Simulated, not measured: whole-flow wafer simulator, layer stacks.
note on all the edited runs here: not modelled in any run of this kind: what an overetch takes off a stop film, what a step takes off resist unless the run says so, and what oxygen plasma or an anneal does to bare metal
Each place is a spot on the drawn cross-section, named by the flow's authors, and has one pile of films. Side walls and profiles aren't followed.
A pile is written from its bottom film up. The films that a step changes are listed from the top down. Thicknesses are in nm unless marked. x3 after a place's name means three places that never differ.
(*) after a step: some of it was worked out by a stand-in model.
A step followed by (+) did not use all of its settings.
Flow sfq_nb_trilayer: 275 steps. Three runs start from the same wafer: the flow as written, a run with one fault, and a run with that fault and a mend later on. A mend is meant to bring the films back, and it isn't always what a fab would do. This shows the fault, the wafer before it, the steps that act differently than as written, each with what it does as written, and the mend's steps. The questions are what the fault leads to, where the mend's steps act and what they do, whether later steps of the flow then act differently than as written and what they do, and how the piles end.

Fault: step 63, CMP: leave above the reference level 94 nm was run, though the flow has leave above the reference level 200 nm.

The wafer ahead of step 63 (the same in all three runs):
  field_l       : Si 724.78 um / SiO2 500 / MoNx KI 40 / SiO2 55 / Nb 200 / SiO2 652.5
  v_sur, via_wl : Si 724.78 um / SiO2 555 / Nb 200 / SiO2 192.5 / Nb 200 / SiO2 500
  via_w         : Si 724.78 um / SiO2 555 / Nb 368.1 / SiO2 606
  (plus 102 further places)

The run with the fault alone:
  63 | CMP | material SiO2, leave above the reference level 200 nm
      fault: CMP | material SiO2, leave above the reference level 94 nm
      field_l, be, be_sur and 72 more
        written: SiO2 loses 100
        fault: SiO2 loses 206
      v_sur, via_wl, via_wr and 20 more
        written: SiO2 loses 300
        fault: SiO2 loses 406
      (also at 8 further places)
  Steps later in the flow that act otherwise than as written (3 more steps, not shown, differ only slightly: by at most 2% or 0.5 nm, whichever is larger):
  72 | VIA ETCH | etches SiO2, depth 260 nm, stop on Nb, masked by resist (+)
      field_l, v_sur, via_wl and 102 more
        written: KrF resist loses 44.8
        fault: KrF resist loses 24.3
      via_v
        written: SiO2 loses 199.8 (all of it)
        fault: SiO2 loses 93.8 (all of it)
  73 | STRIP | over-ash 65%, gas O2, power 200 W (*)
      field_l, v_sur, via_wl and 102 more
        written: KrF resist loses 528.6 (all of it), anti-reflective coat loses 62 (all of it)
        fault: KrF resist loses 549.2 (all of it), anti-reflective coat loses 62 (all of it)
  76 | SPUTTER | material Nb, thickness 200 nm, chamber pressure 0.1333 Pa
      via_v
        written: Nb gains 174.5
        fault: Nb gains 195.5
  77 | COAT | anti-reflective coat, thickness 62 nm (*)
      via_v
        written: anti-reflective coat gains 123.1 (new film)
        fault: anti-reflective coat gains 99.7 (new film)
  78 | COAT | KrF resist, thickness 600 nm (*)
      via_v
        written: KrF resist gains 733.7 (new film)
        fault: KrF resist gains 646.5 (new film)
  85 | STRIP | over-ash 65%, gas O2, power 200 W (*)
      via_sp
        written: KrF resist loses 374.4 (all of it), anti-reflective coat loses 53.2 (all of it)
        fault: KrF resist loses 382.6 (all of it), anti-reflective coat loses 53.5 (all of it)
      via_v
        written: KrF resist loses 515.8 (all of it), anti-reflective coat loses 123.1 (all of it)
        fault: KrF resist loses 428.8 (all of it), anti-reflective coat loses 99.7 (all of it)
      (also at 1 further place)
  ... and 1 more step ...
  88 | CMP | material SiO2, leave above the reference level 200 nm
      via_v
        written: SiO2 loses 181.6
        fault: SiO2 loses 202.5
  At field_l, v_sur, via_wl and 103 more, the piles at the end differ from the flow's by more than 2% or 0.5 nm, whichever is larger.
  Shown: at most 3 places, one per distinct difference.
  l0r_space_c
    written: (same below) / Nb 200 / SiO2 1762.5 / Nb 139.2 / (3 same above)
    fault: (same below) / Nb 200 / SiO2 1656.5 / Nb 139.2 / (3 same above)
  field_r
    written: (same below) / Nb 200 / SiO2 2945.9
    fault: (same below) / Nb 200 / SiO2 2839.9
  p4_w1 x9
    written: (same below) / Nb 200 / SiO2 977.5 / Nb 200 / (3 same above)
    fault: (same below) / Nb 200 / SiO2 871.5 / Nb 200 / (3 same above)

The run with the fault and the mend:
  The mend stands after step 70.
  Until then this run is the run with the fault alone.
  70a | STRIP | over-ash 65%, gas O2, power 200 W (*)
      field_l, v_sur, via_wl and 102 more
        KrF resist loses 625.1 (all of it), anti-reflective coat loses 62 (all of it)
      via_v
        anti-reflective coat loses 62 (all of it)
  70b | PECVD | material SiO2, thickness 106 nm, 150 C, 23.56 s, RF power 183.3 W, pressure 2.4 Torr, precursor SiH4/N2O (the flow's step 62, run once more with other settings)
      field_l, v_sur, via_wl and 103 more
        SiO2 gains 106
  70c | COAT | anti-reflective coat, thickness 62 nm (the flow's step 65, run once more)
      field_l, v_sur, via_wl and 103 more
        anti-reflective coat gains 62 (new film)
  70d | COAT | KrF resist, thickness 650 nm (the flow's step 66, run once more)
      field_l, v_sur, via_wl and 103 more
        KrF resist gains 650 (new film)
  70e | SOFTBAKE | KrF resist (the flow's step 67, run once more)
      leaves every film unchanged at each place that is followed
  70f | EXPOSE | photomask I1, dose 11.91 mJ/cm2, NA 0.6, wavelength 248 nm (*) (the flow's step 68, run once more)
      leaves every film unchanged at each place that is followed
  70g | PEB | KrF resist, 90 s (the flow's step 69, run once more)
      field_l, v_sur, via_wl and 103 more
        KrF resist loses 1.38
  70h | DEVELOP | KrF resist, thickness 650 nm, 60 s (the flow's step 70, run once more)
      field_l, v_sur, via_wl and 102 more
        KrF resist loses 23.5
      via_v
        KrF resist loses 648.6 (all of it)
  Later steps of the flow that are run all act as written at every place that is followed.
  By the end, the piles equal the flow's at every place that both follow.
